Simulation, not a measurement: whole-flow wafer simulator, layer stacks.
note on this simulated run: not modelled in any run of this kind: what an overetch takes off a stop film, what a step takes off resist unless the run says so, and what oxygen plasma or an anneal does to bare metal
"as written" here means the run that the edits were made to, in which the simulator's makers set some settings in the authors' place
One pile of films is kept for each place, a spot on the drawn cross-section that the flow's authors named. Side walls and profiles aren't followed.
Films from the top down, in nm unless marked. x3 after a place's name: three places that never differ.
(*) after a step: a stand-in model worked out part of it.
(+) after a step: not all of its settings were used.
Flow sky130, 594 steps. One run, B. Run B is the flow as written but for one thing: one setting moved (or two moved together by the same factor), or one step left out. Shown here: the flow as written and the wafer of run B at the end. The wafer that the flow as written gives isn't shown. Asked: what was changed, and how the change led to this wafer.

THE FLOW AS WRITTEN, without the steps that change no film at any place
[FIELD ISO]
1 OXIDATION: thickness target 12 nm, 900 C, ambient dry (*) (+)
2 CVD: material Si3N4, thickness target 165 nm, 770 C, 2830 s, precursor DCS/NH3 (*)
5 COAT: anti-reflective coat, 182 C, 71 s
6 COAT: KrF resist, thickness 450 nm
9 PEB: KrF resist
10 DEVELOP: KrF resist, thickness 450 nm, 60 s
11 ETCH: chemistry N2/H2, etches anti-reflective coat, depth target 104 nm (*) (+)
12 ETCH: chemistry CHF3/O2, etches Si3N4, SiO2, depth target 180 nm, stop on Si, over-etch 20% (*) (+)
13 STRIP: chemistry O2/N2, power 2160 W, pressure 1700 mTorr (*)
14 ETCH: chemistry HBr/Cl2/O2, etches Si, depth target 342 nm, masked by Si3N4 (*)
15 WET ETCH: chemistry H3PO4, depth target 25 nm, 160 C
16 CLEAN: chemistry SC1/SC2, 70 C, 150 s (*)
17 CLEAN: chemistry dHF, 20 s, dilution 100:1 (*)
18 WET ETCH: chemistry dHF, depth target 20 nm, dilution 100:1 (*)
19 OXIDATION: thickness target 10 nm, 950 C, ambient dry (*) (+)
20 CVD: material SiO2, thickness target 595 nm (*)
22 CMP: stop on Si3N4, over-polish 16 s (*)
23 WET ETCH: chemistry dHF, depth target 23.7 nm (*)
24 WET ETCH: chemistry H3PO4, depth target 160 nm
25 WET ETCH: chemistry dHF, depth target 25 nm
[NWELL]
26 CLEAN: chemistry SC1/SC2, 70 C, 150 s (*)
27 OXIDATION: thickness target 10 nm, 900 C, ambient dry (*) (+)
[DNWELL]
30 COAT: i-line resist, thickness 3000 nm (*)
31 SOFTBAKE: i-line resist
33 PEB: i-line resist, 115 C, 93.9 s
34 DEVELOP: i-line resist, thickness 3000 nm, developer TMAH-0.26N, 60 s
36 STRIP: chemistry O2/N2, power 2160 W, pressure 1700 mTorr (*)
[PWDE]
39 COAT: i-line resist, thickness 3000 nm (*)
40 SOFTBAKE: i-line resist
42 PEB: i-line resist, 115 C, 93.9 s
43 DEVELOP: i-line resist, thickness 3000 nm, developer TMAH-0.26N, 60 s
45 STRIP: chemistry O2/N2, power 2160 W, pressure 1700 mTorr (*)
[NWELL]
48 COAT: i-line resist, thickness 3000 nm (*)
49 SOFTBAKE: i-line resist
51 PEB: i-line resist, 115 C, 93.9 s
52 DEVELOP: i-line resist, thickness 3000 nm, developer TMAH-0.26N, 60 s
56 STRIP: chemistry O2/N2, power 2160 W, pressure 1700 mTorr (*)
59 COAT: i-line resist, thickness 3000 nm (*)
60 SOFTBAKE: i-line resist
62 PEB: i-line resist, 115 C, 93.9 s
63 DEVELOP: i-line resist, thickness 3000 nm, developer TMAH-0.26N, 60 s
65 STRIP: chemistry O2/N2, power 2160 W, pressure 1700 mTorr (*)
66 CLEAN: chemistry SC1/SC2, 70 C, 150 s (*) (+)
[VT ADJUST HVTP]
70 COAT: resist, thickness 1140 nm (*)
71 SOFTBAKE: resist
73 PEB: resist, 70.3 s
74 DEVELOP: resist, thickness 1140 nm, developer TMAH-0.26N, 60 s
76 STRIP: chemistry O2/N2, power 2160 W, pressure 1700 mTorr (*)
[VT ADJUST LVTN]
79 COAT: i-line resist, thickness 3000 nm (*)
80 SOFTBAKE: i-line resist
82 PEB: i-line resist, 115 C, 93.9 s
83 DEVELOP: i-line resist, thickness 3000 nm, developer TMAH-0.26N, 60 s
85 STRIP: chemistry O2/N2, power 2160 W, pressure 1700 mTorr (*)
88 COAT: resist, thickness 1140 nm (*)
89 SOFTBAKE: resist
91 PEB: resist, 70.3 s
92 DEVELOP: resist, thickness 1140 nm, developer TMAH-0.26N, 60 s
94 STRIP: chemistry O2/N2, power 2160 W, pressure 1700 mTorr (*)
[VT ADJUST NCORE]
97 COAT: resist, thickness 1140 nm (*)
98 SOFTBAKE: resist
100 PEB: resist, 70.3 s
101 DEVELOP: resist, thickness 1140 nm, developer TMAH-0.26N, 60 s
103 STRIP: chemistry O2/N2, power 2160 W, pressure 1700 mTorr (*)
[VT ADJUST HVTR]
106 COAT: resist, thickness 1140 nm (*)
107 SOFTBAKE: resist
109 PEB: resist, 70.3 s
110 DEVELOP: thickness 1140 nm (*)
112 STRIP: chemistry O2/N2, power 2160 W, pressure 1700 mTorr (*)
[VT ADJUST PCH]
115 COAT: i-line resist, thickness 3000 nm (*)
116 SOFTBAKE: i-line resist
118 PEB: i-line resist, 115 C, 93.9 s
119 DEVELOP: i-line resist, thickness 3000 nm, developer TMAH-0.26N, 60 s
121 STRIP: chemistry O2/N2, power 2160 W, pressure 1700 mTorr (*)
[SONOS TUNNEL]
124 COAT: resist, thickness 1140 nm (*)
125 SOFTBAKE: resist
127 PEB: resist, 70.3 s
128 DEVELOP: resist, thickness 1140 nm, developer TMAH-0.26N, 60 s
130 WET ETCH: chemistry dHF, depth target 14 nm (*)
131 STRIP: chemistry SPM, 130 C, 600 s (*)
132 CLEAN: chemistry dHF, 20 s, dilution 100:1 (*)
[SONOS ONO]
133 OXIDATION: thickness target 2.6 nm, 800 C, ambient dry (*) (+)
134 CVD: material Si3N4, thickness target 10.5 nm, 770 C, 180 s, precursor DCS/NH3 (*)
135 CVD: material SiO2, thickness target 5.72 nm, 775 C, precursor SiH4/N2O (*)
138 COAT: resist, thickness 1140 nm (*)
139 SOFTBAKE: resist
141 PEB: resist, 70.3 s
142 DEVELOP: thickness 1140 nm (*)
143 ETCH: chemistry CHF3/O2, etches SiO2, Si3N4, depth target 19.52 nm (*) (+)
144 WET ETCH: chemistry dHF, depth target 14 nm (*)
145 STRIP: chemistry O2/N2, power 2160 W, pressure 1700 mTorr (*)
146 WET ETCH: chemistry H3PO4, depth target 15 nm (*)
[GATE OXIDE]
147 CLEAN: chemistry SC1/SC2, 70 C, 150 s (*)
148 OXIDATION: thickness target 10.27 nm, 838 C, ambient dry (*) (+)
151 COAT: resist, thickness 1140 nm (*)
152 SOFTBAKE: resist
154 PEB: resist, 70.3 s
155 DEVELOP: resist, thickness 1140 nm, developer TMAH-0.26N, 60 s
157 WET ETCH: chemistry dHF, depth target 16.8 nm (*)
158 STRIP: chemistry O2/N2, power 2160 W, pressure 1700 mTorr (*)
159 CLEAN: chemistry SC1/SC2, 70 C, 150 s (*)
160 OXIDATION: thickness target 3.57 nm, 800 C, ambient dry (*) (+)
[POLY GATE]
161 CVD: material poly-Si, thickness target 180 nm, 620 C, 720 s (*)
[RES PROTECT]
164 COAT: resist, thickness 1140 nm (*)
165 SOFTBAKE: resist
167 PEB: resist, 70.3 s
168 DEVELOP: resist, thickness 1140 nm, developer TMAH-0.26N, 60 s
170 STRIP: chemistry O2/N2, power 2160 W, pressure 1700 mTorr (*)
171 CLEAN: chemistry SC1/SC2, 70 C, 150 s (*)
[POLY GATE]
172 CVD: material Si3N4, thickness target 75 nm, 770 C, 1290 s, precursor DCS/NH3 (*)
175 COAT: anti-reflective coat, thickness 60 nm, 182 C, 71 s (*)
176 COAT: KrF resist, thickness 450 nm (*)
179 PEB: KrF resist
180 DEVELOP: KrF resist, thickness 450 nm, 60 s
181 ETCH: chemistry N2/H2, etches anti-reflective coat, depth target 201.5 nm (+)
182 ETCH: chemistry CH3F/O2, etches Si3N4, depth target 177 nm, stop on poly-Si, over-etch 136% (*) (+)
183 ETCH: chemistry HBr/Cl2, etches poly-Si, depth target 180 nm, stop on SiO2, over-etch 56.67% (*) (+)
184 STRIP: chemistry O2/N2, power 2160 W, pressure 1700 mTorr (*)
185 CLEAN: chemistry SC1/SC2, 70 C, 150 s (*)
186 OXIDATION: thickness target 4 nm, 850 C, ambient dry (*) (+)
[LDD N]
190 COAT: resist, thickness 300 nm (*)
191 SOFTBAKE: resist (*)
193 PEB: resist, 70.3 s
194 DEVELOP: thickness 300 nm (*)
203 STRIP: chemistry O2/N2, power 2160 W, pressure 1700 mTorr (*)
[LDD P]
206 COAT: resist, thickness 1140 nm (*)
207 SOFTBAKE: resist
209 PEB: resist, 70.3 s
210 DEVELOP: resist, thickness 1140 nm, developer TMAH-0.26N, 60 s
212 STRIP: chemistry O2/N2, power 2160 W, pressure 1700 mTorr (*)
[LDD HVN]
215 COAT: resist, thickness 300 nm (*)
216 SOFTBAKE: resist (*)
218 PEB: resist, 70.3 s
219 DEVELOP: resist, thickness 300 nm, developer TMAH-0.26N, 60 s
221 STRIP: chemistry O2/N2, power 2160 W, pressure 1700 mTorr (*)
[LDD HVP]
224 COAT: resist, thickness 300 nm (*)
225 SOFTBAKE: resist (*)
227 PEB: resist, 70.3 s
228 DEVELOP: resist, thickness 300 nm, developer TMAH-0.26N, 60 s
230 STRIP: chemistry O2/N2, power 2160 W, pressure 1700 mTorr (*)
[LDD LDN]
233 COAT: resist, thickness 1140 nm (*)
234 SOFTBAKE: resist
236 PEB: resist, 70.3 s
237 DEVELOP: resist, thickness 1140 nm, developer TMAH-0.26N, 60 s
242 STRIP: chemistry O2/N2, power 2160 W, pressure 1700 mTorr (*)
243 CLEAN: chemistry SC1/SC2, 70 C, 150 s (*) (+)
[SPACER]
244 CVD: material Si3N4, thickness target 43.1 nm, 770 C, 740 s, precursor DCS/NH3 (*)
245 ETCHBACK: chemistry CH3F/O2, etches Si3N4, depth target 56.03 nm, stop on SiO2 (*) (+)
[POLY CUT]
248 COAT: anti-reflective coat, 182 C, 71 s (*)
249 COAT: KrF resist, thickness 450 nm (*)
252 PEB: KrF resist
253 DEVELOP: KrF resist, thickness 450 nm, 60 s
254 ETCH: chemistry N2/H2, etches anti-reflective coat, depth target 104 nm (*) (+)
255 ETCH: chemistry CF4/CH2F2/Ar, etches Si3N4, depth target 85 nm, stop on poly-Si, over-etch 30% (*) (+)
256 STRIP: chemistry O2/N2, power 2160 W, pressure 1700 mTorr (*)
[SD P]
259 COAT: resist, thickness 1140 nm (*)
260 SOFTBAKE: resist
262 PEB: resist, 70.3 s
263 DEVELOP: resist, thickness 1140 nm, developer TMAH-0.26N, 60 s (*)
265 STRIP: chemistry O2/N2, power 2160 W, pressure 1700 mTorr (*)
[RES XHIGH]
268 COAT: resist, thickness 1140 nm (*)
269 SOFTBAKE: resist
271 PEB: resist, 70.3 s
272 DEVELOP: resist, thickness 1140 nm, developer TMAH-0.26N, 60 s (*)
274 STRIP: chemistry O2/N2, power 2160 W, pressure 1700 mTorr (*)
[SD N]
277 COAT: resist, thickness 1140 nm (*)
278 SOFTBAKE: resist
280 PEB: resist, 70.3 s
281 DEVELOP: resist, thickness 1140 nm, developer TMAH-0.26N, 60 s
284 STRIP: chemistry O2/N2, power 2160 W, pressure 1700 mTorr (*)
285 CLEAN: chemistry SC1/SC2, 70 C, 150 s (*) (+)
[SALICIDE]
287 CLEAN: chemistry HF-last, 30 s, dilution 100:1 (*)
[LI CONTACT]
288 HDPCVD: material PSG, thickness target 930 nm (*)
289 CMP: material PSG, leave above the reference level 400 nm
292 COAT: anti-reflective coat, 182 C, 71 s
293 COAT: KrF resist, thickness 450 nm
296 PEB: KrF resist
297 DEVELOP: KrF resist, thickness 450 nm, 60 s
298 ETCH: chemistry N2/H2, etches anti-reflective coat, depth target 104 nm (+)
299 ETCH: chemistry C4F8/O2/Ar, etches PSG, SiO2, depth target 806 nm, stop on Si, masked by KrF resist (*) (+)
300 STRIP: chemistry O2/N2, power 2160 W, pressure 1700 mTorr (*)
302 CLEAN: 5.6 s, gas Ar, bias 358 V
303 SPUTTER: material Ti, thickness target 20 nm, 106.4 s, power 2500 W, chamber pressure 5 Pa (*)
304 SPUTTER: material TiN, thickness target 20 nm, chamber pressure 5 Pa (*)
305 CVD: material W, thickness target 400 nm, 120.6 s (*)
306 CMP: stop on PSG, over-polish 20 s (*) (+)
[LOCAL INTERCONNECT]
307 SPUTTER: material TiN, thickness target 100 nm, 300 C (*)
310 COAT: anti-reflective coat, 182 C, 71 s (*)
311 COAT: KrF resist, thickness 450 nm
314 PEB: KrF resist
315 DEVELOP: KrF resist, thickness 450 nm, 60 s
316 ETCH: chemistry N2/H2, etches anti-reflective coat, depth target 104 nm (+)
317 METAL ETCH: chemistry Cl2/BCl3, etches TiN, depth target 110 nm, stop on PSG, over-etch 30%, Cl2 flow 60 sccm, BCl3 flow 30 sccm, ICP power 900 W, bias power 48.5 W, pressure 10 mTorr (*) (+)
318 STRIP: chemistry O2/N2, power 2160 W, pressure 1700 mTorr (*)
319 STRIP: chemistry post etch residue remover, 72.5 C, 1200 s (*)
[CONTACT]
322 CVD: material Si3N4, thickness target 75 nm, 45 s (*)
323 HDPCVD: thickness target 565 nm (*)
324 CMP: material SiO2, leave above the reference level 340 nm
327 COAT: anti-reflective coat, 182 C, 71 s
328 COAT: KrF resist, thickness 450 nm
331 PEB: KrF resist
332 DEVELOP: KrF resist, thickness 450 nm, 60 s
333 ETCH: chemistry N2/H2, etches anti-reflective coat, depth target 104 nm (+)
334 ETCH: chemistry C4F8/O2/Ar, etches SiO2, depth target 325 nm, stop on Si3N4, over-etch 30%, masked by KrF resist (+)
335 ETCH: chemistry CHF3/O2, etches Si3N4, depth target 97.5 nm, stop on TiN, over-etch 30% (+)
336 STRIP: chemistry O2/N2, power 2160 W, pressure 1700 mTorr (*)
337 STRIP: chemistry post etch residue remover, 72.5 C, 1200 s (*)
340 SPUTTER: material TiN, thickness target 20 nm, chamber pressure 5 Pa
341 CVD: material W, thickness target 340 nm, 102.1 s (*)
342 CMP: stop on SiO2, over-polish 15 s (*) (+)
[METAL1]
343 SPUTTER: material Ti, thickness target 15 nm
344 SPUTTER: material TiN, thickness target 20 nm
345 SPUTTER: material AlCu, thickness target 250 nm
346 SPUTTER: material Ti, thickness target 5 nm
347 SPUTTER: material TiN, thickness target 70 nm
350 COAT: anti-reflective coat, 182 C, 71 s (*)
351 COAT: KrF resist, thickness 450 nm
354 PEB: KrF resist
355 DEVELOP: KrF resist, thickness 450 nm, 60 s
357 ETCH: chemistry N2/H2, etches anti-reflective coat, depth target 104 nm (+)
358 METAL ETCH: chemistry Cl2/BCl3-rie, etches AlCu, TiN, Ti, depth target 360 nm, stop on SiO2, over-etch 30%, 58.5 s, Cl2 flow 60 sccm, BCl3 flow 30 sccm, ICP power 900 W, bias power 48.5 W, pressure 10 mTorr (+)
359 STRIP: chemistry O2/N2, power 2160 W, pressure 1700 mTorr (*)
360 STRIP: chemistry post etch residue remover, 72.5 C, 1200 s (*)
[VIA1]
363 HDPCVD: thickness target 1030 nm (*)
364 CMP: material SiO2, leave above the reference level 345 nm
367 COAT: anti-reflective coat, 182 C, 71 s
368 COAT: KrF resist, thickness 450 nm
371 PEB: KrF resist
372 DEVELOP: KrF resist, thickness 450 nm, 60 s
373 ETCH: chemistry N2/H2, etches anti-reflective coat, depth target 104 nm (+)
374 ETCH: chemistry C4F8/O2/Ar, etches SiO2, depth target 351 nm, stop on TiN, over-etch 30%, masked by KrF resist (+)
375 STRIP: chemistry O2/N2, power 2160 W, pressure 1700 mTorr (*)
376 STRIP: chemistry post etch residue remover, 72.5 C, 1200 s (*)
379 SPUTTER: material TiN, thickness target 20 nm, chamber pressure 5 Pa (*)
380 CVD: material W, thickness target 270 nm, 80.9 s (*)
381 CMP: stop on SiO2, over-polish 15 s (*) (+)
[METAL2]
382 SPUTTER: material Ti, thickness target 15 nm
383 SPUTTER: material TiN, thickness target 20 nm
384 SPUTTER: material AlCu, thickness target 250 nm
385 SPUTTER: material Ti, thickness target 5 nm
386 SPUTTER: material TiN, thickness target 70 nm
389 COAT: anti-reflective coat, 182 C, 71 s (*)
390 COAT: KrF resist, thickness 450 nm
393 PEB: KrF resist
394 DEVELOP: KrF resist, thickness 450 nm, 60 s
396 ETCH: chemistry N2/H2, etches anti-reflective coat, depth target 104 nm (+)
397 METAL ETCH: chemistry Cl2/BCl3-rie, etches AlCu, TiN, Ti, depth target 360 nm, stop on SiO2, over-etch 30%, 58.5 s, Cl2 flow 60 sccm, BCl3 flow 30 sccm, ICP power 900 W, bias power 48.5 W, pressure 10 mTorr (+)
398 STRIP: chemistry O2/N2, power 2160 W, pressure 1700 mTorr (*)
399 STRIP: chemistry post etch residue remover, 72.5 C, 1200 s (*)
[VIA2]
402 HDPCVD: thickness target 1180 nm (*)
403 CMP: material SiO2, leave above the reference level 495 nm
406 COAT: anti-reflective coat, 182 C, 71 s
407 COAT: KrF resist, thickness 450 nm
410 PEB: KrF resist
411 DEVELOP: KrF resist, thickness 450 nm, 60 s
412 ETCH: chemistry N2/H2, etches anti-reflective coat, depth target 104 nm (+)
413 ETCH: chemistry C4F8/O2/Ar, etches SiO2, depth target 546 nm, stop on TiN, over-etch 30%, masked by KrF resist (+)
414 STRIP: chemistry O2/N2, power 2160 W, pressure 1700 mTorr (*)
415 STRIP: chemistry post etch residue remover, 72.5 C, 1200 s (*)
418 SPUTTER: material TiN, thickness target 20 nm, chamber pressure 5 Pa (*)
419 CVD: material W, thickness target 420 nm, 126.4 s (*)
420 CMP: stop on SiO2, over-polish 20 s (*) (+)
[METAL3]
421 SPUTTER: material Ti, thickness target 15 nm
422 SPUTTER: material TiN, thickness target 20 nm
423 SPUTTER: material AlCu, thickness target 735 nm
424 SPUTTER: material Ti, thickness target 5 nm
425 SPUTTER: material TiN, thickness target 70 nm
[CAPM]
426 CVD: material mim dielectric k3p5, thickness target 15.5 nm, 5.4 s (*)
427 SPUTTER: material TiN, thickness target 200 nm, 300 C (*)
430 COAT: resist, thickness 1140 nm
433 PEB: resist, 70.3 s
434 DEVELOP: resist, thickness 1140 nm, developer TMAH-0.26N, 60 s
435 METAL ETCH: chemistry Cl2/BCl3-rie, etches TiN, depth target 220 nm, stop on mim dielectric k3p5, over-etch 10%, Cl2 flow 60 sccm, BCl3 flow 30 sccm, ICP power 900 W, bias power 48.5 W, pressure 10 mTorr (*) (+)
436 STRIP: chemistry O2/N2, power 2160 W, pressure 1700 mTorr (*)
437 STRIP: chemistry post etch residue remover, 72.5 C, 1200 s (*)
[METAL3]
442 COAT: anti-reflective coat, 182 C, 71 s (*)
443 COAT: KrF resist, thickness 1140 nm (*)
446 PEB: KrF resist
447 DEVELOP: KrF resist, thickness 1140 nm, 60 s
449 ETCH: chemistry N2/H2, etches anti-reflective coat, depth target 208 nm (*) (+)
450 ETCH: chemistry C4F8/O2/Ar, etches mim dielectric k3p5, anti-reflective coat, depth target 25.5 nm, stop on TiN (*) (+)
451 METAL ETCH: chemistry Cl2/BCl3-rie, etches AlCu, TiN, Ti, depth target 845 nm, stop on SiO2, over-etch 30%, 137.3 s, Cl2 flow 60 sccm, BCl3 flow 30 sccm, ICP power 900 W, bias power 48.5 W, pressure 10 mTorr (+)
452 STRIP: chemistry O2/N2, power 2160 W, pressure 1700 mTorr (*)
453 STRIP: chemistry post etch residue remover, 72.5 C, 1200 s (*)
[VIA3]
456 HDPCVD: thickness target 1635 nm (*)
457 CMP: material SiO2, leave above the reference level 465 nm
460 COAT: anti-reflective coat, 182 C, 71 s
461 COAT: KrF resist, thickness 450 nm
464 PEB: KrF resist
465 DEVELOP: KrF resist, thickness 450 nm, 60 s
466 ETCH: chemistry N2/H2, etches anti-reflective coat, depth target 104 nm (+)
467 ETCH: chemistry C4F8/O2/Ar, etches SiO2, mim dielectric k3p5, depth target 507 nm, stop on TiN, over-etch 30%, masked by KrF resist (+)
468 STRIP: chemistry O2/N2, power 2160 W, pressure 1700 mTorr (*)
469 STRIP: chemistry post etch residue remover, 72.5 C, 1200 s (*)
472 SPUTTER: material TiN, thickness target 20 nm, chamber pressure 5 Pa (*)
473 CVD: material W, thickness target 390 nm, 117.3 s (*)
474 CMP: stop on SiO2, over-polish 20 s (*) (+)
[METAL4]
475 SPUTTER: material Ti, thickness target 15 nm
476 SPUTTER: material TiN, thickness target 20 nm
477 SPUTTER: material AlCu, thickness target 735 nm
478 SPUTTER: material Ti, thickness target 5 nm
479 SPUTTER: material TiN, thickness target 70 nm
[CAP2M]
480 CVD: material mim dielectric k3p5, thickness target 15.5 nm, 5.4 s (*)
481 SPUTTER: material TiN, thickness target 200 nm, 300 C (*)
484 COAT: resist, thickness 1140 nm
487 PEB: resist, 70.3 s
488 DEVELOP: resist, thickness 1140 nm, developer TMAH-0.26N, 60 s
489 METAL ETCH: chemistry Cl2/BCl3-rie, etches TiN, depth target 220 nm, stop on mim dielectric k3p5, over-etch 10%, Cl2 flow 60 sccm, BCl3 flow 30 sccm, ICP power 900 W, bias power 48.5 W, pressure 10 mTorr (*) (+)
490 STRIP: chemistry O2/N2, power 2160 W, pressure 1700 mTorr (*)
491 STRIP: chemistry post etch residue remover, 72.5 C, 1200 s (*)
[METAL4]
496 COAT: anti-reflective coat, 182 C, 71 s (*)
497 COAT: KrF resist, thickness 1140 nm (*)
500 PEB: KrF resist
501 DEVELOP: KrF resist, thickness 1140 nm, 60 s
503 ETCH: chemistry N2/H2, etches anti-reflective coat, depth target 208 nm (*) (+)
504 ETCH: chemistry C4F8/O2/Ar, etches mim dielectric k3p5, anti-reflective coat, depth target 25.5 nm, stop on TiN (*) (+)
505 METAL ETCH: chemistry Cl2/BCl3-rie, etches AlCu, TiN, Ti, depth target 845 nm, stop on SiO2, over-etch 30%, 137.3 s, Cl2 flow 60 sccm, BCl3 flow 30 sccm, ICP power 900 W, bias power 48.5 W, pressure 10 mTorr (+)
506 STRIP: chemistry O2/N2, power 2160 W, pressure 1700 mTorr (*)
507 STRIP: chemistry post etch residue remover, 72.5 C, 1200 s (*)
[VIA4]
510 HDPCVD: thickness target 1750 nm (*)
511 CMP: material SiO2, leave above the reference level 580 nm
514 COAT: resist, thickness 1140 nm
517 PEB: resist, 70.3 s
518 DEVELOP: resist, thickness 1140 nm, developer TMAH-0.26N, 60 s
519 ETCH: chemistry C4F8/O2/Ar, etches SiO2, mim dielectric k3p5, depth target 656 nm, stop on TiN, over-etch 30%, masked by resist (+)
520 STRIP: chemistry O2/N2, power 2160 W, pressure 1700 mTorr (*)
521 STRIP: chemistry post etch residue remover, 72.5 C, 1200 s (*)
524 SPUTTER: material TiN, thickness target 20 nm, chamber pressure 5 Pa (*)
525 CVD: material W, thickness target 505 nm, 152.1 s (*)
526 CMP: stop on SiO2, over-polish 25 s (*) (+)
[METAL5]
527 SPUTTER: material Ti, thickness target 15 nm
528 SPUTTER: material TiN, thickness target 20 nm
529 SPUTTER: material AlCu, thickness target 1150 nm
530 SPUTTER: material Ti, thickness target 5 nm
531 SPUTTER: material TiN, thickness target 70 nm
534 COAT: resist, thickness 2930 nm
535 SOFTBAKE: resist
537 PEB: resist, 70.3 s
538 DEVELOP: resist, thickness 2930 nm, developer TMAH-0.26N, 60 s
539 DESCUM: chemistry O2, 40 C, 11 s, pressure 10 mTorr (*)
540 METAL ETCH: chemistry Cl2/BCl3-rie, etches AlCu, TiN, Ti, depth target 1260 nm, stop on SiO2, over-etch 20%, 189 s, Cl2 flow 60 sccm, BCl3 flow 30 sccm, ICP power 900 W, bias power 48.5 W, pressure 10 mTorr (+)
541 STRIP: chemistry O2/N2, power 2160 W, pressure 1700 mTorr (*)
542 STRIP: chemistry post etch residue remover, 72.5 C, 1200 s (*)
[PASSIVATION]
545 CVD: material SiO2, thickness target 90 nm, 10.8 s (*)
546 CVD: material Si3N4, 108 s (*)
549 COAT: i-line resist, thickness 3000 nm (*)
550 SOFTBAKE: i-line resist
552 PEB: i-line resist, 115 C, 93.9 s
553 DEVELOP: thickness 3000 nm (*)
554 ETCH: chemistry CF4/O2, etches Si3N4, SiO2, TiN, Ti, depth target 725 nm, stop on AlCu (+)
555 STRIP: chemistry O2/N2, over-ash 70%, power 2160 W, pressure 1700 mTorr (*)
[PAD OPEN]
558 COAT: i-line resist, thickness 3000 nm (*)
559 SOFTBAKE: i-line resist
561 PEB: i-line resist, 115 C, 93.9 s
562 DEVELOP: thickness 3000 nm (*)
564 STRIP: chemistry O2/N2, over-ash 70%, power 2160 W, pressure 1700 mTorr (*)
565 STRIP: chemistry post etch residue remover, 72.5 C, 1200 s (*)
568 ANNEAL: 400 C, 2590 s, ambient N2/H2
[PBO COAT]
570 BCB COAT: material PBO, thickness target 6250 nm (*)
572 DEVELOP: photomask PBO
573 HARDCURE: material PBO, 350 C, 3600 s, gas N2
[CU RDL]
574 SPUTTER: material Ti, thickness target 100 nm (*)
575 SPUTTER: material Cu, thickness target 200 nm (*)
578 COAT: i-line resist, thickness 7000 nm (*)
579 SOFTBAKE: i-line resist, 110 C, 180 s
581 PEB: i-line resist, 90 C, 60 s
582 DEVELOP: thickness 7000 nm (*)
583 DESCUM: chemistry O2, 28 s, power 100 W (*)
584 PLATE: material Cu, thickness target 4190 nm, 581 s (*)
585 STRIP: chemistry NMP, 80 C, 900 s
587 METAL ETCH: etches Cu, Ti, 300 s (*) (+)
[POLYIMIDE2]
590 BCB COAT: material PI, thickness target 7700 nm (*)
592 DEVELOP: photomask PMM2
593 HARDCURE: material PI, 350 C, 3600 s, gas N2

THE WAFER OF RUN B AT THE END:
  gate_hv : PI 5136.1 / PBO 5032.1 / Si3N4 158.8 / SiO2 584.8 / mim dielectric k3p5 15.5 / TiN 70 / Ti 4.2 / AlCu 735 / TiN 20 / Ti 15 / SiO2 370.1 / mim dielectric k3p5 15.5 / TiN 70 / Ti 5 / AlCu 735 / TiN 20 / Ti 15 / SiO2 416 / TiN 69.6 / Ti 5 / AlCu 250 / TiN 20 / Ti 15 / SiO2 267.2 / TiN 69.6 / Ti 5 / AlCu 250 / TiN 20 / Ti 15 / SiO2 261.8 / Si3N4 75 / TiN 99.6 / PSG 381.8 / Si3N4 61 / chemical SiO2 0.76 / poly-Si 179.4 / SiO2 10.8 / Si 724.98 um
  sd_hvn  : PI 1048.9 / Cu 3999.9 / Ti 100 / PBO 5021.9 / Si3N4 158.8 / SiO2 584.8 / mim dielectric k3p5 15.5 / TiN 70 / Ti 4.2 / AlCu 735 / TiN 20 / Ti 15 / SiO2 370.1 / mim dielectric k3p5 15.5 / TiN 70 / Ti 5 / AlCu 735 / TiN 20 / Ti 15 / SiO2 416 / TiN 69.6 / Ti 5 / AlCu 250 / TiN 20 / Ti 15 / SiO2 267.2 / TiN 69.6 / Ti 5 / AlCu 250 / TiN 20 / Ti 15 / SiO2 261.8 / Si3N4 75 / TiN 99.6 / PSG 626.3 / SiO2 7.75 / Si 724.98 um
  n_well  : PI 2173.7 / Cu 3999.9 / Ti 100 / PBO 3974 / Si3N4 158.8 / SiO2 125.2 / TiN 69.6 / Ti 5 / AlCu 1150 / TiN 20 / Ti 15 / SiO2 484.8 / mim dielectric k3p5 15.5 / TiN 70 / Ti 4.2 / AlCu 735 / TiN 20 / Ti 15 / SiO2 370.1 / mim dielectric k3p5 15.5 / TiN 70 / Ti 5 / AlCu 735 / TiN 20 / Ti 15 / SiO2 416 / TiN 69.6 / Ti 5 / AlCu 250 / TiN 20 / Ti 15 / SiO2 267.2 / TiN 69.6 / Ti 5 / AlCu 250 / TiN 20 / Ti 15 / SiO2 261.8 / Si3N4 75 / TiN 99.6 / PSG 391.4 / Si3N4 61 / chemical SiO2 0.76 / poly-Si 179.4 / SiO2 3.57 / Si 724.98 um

The cause: step 478, SPUTTER: thickness target 4.2 nm was run, where the flow has thickness target 5 nm.
It can be read off the wafer: gate_hv has Ti 4.2, and step 478 as written asks for 5 nm.

How the change led to this, step by step:
  478 SPUTTER: material Ti, thickness target 5 nm
      field, active, n_well and 189 more: Ti +4.2 (new film) (as written it would be: Ti +5 (new film))
  505 METAL ETCH: chemistry Cl2/BCl3-rie, etches AlCu, TiN, Ti, depth target 845 nm, stop on SiO2, over-etch 30%, 137.3 s, Cl2 flow 60 sccm, BCl3 flow 30 sccm, ICP power 900 W, bias power 48.5 W, pressure 10 mTorr (+)
      field, gate, spacer and 68 more: TiN -70 (all of it), Ti -4.2 (all of it), AlCu -735 (all of it), TiN -20 (all of it), Ti -15 (all of it), SiO2 -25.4 (as written it would be: TiN -70 (all of it), Ti -5 (all of it), AlCu -735 (all of it), TiN -20 (all of it), Ti -15 (all of it), SiO2 -25.4)
      active, vpp_iso1, mim_edge_plate and 14 more: TiN -70 (all of it), Ti -4.2 (all of it), AlCu -735 (all of it), TiN -20 (all of it), Ti -15 (all of it), SiO2 -25.4 (as written it would be: TiN -70 (all of it), Ti -5 (all of it), AlCu -735 (all of it), TiN -20 (all of it), Ti -15 (all of it), SiO2 -25.3)
